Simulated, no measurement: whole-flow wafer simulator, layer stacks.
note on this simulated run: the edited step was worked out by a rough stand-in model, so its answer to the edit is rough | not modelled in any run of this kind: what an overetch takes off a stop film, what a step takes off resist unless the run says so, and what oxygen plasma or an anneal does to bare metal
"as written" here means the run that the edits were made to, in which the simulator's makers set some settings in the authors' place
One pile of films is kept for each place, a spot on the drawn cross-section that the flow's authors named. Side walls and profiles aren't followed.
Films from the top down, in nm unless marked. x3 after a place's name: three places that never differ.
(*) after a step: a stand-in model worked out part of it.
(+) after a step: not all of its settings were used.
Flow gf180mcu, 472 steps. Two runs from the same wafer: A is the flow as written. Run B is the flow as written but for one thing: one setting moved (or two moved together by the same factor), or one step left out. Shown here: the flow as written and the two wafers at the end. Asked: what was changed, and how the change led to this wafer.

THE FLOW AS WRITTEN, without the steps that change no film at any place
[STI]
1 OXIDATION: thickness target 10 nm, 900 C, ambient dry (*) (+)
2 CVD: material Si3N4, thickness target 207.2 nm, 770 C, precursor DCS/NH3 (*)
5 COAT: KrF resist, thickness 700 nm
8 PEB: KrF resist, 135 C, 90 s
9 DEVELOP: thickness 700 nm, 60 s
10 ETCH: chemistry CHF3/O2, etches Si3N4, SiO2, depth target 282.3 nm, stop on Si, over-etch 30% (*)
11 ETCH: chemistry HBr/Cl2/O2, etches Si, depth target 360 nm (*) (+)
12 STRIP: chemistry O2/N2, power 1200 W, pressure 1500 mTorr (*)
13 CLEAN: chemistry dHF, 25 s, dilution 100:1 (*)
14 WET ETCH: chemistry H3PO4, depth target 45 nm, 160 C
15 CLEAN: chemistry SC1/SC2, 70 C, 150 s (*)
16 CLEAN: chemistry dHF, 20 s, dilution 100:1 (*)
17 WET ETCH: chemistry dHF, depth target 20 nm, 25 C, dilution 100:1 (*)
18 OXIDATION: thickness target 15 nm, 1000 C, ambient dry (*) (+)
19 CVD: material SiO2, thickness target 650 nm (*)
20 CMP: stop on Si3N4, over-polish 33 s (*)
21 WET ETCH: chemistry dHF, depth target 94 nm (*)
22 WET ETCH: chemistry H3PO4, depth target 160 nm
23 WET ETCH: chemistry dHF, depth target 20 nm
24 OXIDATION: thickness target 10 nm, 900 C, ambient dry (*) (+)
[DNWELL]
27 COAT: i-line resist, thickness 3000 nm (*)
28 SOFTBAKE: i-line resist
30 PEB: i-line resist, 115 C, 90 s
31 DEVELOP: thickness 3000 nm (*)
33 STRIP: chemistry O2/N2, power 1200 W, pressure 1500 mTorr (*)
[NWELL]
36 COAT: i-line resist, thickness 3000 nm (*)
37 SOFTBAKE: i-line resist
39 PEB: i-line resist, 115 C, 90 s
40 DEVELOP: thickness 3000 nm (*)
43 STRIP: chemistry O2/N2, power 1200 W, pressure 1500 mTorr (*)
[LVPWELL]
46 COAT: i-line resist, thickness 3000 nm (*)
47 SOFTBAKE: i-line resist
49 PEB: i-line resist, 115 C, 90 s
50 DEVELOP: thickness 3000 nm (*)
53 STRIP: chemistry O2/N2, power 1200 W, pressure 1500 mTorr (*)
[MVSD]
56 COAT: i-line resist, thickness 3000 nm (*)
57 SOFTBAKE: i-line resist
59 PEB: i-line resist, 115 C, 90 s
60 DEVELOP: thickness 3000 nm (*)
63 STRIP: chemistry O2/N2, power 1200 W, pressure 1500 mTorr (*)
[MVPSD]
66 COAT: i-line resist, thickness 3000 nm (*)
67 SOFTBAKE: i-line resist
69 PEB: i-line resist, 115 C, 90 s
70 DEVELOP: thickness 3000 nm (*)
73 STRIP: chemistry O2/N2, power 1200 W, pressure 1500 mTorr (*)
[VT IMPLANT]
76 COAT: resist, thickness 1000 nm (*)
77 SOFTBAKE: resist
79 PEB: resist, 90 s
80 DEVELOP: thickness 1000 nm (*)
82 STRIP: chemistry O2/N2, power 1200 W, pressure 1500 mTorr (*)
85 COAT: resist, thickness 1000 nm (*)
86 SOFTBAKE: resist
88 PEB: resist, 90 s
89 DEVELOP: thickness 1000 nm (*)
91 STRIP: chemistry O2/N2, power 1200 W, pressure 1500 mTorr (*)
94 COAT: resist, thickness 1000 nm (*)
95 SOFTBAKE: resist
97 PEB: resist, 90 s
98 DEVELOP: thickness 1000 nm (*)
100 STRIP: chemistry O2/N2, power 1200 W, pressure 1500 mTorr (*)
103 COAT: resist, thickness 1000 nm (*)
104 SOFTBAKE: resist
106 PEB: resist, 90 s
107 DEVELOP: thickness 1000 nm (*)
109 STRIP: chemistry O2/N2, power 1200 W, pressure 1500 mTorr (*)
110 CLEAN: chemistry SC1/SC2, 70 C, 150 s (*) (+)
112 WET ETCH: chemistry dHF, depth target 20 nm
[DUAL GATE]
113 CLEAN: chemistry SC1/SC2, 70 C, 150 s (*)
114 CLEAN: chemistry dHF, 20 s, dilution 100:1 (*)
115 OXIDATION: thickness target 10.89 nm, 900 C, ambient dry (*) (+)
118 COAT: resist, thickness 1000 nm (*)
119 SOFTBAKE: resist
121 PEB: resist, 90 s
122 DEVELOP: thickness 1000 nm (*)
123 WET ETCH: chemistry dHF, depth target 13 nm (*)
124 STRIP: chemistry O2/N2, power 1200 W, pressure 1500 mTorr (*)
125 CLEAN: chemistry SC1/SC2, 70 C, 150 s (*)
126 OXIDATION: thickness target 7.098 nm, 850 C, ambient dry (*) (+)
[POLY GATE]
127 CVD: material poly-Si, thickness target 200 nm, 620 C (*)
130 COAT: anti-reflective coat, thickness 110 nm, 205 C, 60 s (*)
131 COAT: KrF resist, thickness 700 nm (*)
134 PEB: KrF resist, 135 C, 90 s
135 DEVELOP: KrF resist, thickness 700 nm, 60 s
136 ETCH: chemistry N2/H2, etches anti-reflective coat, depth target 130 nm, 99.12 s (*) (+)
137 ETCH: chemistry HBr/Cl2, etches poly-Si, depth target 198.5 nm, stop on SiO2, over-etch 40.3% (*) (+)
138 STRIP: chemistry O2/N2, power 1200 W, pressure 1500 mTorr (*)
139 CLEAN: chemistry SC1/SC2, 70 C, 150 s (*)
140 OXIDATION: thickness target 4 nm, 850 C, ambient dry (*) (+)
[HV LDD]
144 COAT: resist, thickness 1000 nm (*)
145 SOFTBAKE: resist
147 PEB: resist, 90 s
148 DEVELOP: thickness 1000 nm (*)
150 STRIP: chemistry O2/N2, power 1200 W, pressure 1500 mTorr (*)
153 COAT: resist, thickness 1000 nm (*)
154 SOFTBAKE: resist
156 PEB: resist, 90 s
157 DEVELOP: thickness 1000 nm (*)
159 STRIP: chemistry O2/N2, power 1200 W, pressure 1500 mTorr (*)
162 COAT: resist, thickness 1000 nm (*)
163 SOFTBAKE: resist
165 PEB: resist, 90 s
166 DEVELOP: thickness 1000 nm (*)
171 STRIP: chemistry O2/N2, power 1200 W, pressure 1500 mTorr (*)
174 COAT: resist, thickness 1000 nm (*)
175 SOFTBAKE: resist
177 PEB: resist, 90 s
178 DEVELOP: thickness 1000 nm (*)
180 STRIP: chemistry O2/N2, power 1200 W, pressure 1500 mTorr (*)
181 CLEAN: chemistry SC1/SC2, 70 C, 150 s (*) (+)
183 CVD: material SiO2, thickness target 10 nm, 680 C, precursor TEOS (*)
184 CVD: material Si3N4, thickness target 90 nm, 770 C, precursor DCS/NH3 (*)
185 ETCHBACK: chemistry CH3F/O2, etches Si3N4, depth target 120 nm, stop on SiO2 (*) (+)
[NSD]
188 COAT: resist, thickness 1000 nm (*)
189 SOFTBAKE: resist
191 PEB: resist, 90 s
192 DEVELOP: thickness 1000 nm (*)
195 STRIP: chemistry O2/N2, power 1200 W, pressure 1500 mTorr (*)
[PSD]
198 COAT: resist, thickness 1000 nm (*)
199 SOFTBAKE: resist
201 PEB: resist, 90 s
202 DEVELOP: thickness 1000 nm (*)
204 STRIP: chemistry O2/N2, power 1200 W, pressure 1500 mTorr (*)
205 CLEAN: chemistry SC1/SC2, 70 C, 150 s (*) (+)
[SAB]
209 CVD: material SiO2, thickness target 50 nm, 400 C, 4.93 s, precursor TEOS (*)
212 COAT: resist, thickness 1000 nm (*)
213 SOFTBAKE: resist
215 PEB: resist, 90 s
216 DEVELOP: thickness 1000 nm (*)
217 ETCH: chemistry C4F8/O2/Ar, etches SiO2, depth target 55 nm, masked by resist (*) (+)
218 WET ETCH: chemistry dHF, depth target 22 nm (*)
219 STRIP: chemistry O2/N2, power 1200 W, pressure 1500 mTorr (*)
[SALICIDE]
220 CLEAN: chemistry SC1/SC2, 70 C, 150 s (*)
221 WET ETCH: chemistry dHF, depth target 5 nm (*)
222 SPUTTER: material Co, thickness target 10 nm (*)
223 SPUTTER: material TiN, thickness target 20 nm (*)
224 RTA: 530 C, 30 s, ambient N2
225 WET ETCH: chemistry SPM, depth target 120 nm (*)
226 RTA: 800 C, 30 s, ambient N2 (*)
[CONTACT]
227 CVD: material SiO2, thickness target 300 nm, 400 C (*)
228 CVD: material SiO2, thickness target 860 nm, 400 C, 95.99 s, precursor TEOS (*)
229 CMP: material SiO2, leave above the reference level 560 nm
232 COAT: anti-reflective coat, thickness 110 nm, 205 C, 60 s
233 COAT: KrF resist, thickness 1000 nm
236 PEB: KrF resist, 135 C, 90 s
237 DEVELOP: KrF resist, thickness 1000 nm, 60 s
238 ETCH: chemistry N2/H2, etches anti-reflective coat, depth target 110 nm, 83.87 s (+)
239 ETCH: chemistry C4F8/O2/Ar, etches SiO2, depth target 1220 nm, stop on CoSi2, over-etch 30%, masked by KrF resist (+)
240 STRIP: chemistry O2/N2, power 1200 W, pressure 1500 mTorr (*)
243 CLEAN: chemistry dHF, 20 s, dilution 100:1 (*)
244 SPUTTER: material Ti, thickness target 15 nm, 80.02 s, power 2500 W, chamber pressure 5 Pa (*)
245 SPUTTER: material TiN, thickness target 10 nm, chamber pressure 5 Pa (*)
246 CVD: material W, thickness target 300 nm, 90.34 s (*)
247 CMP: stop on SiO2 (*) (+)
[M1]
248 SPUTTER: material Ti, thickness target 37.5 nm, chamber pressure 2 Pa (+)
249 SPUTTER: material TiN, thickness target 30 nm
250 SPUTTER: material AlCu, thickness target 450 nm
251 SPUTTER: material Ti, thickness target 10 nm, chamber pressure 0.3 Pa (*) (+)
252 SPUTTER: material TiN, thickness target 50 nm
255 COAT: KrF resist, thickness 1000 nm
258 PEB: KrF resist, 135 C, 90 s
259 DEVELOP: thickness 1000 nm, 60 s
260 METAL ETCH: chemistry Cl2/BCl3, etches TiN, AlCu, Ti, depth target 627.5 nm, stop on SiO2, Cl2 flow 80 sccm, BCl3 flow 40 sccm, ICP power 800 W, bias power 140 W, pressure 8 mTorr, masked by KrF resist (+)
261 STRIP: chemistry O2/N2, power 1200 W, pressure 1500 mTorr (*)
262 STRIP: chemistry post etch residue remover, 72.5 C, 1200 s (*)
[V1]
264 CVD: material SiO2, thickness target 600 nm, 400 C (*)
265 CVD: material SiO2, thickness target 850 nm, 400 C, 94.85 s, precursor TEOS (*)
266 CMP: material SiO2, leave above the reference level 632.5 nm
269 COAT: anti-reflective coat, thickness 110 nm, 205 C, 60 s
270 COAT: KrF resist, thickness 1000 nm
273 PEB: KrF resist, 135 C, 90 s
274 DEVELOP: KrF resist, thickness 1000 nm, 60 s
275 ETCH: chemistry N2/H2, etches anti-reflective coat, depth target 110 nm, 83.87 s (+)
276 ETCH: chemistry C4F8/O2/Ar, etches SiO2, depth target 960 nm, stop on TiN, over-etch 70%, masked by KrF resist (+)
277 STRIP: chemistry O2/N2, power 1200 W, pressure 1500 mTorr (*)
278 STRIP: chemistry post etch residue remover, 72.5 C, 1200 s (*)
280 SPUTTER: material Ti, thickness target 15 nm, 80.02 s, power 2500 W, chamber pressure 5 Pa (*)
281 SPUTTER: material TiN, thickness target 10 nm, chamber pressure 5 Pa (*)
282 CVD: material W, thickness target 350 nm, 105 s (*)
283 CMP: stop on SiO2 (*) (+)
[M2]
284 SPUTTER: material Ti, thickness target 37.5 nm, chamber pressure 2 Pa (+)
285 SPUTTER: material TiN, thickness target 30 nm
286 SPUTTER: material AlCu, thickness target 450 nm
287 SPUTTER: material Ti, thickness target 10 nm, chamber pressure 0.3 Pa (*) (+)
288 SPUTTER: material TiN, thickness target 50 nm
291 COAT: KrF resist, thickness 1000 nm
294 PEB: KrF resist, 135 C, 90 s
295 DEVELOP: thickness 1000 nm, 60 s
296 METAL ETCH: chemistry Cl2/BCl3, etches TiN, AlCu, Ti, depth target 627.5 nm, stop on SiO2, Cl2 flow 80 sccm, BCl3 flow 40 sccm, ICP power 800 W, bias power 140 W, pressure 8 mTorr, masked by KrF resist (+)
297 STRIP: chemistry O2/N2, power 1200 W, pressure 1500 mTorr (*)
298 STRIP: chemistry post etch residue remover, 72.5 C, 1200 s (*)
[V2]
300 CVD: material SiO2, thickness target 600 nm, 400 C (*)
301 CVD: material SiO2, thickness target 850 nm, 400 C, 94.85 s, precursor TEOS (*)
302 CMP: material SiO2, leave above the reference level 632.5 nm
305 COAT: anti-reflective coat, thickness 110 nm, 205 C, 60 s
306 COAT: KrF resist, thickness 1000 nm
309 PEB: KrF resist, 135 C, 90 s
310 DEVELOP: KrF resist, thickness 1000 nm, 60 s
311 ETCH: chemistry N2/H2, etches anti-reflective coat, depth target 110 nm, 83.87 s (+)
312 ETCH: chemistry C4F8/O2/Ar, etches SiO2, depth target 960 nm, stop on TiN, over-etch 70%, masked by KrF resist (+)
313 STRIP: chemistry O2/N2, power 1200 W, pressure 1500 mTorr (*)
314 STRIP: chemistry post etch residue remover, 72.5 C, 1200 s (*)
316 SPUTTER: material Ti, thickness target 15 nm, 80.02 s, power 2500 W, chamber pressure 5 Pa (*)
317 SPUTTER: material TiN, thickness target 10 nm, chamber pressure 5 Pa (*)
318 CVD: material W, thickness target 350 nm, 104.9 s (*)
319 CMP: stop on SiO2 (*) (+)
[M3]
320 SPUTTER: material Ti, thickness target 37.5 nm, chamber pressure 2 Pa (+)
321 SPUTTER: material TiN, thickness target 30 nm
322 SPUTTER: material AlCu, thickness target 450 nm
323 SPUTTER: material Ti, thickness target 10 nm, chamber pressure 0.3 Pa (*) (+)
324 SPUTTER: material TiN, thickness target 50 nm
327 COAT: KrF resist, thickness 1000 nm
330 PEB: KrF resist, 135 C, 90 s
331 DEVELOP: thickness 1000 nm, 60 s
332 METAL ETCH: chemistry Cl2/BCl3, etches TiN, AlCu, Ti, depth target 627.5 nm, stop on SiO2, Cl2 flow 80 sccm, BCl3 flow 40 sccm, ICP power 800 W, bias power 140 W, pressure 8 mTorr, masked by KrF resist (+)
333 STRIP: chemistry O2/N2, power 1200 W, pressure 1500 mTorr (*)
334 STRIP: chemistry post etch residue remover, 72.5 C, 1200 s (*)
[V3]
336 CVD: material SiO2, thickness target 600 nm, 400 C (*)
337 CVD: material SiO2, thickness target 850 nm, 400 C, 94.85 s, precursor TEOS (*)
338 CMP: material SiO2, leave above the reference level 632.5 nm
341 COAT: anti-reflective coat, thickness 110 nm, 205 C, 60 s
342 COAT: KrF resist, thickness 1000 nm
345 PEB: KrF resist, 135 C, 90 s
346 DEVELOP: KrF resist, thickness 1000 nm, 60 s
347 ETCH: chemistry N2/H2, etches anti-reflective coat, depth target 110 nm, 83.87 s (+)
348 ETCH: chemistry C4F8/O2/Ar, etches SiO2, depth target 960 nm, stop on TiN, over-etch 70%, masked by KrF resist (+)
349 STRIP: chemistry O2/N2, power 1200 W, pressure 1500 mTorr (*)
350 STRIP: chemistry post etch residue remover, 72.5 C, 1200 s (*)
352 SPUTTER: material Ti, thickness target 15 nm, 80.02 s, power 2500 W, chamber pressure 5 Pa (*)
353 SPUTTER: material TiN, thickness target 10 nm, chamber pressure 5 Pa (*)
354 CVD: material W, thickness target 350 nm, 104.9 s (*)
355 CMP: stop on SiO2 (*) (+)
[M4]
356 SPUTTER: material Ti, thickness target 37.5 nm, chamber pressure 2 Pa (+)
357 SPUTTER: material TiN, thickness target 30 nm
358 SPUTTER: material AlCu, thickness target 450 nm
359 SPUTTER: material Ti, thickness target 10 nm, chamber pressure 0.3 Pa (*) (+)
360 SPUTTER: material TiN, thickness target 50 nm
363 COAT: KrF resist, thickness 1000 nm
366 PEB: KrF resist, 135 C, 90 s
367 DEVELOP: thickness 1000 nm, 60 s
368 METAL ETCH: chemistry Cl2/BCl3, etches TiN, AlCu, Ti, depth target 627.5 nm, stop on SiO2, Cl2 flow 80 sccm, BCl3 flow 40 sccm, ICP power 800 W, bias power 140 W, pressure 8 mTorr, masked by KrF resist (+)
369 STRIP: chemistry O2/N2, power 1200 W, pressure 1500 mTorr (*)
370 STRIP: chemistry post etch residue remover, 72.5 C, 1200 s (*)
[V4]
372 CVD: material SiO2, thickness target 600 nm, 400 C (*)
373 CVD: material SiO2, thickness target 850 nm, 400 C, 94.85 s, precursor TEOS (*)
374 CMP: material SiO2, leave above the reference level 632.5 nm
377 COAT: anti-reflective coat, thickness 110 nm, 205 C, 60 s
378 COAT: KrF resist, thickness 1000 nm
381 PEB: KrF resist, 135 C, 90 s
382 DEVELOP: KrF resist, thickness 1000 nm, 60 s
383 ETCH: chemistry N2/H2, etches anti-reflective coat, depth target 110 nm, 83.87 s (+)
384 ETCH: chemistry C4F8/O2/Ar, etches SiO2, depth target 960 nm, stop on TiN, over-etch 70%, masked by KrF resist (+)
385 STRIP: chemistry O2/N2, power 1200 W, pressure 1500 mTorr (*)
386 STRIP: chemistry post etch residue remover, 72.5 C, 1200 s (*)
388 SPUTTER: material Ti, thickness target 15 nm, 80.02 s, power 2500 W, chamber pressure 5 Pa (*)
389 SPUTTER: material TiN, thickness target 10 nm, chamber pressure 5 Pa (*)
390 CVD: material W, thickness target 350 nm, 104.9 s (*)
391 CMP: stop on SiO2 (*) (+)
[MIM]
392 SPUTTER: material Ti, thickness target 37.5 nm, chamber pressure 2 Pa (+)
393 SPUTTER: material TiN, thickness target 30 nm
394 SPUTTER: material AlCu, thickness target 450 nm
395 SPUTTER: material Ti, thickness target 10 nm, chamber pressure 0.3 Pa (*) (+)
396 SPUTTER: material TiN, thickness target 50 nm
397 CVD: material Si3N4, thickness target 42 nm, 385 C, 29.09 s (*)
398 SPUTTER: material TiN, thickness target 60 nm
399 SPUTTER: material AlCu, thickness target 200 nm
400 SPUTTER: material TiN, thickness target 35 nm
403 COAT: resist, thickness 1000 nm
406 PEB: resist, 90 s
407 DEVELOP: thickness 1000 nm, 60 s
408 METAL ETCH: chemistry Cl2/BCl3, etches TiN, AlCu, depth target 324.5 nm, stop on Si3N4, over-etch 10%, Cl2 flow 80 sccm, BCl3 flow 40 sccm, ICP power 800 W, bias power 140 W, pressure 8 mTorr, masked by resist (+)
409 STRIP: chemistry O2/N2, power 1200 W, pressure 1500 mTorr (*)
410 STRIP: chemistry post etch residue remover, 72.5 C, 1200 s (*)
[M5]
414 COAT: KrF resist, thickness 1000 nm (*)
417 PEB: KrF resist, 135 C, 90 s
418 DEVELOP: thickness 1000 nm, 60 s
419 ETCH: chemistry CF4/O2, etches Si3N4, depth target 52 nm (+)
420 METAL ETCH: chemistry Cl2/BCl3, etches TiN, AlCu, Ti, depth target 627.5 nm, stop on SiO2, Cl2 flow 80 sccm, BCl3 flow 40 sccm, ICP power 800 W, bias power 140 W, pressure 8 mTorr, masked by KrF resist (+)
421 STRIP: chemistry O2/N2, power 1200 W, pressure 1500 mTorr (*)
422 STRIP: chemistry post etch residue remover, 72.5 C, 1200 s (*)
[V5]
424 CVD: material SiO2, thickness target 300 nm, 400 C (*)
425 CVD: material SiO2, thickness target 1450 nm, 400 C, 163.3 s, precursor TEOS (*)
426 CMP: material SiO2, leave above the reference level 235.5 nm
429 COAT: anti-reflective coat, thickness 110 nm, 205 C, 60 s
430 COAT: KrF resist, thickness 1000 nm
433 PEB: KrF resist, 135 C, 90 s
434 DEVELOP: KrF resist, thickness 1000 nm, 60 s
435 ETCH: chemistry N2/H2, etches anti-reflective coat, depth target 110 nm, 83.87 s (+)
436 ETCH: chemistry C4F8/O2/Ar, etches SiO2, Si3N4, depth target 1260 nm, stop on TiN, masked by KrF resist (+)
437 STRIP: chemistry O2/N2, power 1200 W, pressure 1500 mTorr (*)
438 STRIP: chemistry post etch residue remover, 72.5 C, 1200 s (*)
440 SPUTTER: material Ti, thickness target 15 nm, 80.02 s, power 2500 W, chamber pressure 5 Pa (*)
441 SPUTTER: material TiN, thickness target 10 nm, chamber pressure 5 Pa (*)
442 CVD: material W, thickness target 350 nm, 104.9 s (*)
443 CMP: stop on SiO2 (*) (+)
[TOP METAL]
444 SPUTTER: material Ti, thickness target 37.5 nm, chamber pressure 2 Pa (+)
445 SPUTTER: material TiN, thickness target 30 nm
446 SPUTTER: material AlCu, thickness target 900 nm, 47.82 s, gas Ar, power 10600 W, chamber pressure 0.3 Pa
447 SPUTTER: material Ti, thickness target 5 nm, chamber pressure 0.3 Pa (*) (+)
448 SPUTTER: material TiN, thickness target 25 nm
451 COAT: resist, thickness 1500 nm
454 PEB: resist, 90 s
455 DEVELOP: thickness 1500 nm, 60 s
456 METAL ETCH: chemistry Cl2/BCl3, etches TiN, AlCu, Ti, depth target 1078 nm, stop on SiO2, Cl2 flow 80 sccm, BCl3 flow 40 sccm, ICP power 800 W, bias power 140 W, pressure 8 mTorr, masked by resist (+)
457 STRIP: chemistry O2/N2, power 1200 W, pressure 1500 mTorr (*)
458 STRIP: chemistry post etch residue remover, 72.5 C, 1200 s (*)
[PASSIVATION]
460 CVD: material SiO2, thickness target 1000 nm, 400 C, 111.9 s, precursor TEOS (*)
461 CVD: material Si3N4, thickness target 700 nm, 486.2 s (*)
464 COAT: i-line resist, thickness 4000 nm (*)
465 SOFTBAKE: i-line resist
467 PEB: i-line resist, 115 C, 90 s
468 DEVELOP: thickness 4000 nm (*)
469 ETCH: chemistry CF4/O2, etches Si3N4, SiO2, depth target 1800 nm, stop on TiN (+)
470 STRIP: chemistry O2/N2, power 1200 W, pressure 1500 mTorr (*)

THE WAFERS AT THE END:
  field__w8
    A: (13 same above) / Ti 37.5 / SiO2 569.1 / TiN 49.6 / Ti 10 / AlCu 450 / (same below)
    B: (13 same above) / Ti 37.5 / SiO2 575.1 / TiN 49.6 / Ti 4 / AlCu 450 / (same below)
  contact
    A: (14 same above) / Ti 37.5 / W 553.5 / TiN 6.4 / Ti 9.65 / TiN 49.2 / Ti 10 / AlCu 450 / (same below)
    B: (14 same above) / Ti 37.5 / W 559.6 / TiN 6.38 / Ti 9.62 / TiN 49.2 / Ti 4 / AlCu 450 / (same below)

The cause: step 359, SPUTTER: thickness target 4 nm was run, where the flow has thickness target 10 nm.
It can be read off the wafer: field__w8 has Ti 4, and step 359 as written asks for 10 nm.

How the change led to this, step by step:
  359 SPUTTER: material Ti, thickness target 10 nm, chamber pressure 0.3 Pa (*) (+)
      field, field__w1, field__w2 and 108 more: A Ti +10 (new film) | B Ti +4 (new film)
  368 METAL ETCH: chemistry Cl2/BCl3, etches TiN, AlCu, Ti, depth target 627.5 nm, stop on SiO2, Cl2 flow 80 sccm, BCl3 flow 40 sccm, ICP power 800 W, bias power 140 W, pressure 8 mTorr, masked by KrF resist (+)
      field, field__w1, field__w2 and 103 more: A TiN -50 (all of it), Ti -10 (all of it), AlCu -450 (all of it), TiN -30 (all of it), Ti -37.5 (all of it) | B TiN -50 (all of it), Ti -4 (all of it), AlCu -450 (all of it), TiN -30 (all of it), Ti -37.5 (all of it)
